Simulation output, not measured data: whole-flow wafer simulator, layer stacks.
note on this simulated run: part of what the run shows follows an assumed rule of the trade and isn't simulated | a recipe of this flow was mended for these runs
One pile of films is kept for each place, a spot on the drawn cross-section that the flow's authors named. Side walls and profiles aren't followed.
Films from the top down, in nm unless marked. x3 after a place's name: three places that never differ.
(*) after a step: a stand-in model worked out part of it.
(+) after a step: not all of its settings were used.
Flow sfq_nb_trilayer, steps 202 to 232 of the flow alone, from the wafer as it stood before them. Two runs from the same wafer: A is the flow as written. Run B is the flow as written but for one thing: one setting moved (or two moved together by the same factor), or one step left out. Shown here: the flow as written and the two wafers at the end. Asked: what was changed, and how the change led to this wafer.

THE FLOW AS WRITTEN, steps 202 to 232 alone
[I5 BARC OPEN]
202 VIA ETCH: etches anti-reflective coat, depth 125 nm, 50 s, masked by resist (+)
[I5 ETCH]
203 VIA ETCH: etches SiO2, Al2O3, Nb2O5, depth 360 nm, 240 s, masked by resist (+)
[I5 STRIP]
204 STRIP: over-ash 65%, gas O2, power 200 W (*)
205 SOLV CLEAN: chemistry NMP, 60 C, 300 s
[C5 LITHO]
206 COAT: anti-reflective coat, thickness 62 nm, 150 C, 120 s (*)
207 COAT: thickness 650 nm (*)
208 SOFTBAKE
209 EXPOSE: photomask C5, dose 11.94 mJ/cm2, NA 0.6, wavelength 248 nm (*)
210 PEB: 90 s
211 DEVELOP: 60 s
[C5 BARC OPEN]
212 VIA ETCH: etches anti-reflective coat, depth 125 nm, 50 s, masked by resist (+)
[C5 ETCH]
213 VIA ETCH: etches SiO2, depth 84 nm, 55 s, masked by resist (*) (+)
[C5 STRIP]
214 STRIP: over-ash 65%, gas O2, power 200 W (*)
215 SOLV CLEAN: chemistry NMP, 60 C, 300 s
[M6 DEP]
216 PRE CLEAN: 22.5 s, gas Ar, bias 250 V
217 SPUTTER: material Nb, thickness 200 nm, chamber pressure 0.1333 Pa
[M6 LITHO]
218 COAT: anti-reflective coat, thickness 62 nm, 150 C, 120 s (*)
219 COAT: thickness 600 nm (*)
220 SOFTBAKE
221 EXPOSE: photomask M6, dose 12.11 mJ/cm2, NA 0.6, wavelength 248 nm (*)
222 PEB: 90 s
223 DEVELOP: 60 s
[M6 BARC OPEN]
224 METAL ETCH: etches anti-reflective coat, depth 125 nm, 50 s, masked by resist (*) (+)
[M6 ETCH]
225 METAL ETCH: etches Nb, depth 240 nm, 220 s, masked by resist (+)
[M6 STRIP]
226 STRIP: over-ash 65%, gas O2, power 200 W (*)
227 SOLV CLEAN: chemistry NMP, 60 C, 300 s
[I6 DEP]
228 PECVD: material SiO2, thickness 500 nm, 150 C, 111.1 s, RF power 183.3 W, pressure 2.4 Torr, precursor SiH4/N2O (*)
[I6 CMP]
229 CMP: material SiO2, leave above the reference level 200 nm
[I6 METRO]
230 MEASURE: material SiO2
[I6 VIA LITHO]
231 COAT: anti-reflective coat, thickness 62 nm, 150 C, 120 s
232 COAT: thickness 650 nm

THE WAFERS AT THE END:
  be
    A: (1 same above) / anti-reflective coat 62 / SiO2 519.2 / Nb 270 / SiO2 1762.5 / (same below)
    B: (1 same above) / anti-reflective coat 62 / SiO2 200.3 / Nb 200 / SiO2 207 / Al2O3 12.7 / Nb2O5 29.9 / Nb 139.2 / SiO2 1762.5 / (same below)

The cause: step 203, VIA ETCH: etches SiO2, Al2O3, Nb2O5, depth 360 nm, 240 s, masked by resist (+), was left out.

How the change led to this, step by step:
  204 STRIP: over-ash 65%, gas O2, power 200 W (*)
      p4_fl x5, p4_w1 x9, p3_s0 x9, l0r_line_l x3, l0r_space_c x15, m0r_space_l x2, m6r_line_l x2, m6r_space_l x2: A KrF-resist-other-grade -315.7 (all of it), anti-reflective coat -62 (all of it) | B KrF-resist-other-grade -555.7 (all of it), anti-reflective coat -62 (all of it)
      wl_b_sl, wl_b_m5, wl_b_sr and 14 more: A KrF-resist-other-grade -315.6 (all of it), anti-reflective coat -62 (all of it) | B KrF-resist-other-grade -555.6 (all of it), anti-reflective coat -62 (all of it)
      (and at 41 more places)
  206 COAT: anti-reflective coat, thickness 62 nm, 150 C, 120 s (*)
      via_wr: A anti-reflective coat +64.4 (new film) | B anti-reflective coat +62.3 (new film)
      via_sp: A anti-reflective coat +69 (new film) | B anti-reflective coat +62.3 (new film)
      (and at 7 more places)
  207 COAT: thickness 650 nm (*)
      via_v: A KrF-resist-other-grade +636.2 (new film) | B KrF-resist-other-grade +651 (new film)
      be: A KrF-resist-other-grade +815 (new film) | B KrF-resist-other-grade +651 (new film)
      (and at 2 more places)
  212 VIA ETCH: etches anti-reflective coat, depth 125 nm, 50 s, masked by resist (+)
      c5j: A anti-reflective coat -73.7 (all of it), SiO2 -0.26 | B anti-reflective coat -69.2 (all of it), SiO2 -0.28
  214 STRIP: over-ash 65%, gas O2, power 200 W (*)
      via_wr: A KrF-resist-other-grade -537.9 (all of it), anti-reflective coat -64.4 (all of it) | B KrF-resist-other-grade -541.9 (all of it), anti-reflective coat -62.3 (all of it)
      via_sp: A KrF-resist-other-grade -532 (all of it), anti-reflective coat -69 (all of it) | B KrF-resist-other-grade -542 (all of it), anti-reflective coat -62.3 (all of it)
      (and at 7 more places)
  216 PRE CLEAN: 22.5 s, gas Ar, bias 250 V
      be: A Nb -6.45 | B SiO2 -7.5
  217 SPUTTER: material Nb, thickness 200 nm, chamber pressure 0.1333 Pa
      be: A Nb +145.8 | B Nb +200 (new film)
  218 COAT: anti-reflective coat, thickness 62 nm, 150 C, 120 s (*)
      via_wr: A anti-reflective coat +64.4 (new film) | B anti-reflective coat +62.2 (new film)
      via_sp: A anti-reflective coat +68.8 (new film) | B anti-reflective coat +62.2 (new film)
      (and at 11 more places)
  219 COAT: thickness 600 nm (*)
      via_v: A KrF-resist-other-grade +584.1 (new film) | B KrF-resist-other-grade +600.5 (new film)
      be: A KrF-resist-other-grade +795.2 (new film) | B KrF-resist-other-grade +598.9 (new film)
      (and at 2 more places)
  223 DEVELOP: 60 s
      gap: A KrF-resist-other-grade -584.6 (all of it) | B KrF-resist-other-grade -601.2 (all of it)
  224 METAL ETCH: etches anti-reflective coat, depth 125 nm, 50 s, masked by resist (*) (+)
      gap: A anti-reflective coat -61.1 (all of it) | B anti-reflective coat -57.8 (all of it)
  226 STRIP: over-ash 65%, gas O2, power 200 W (*)
      via_wr: A KrF-resist-other-grade -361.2 (all of it), anti-reflective coat -64.4 (all of it) | B KrF-resist-other-grade -364.9 (all of it), anti-reflective coat -62.2 (all of it)
      via_sp: A KrF-resist-other-grade -355.6 (all of it), anti-reflective coat -68.8 (all of it) | B KrF-resist-other-grade -364.9 (all of it), anti-reflective coat -62.2 (all of it)
      (and at 10 more places)
  228 PECVD: material SiO2, thickness 500 nm, 150 C, 111.1 s, RF power 183.3 W, pressure 2.4 Torr, precursor SiH4/N2O (*)
      be: A SiO2 +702 (new film) | B SiO2 +500 (new film)
  229 CMP: material SiO2, leave above the reference level 200 nm
      be: A SiO2 -182.7 | B SiO2 -299.7
Counting metal films that touch as one body, be has 3 bodies (between them, from the top down: SiO2 207 / Al2O3 12.7 / Nb2O5 29.9; SiO2 1762.5); the flow as written gives 2 bodies (between them, from the top down: SiO2 1762.5).
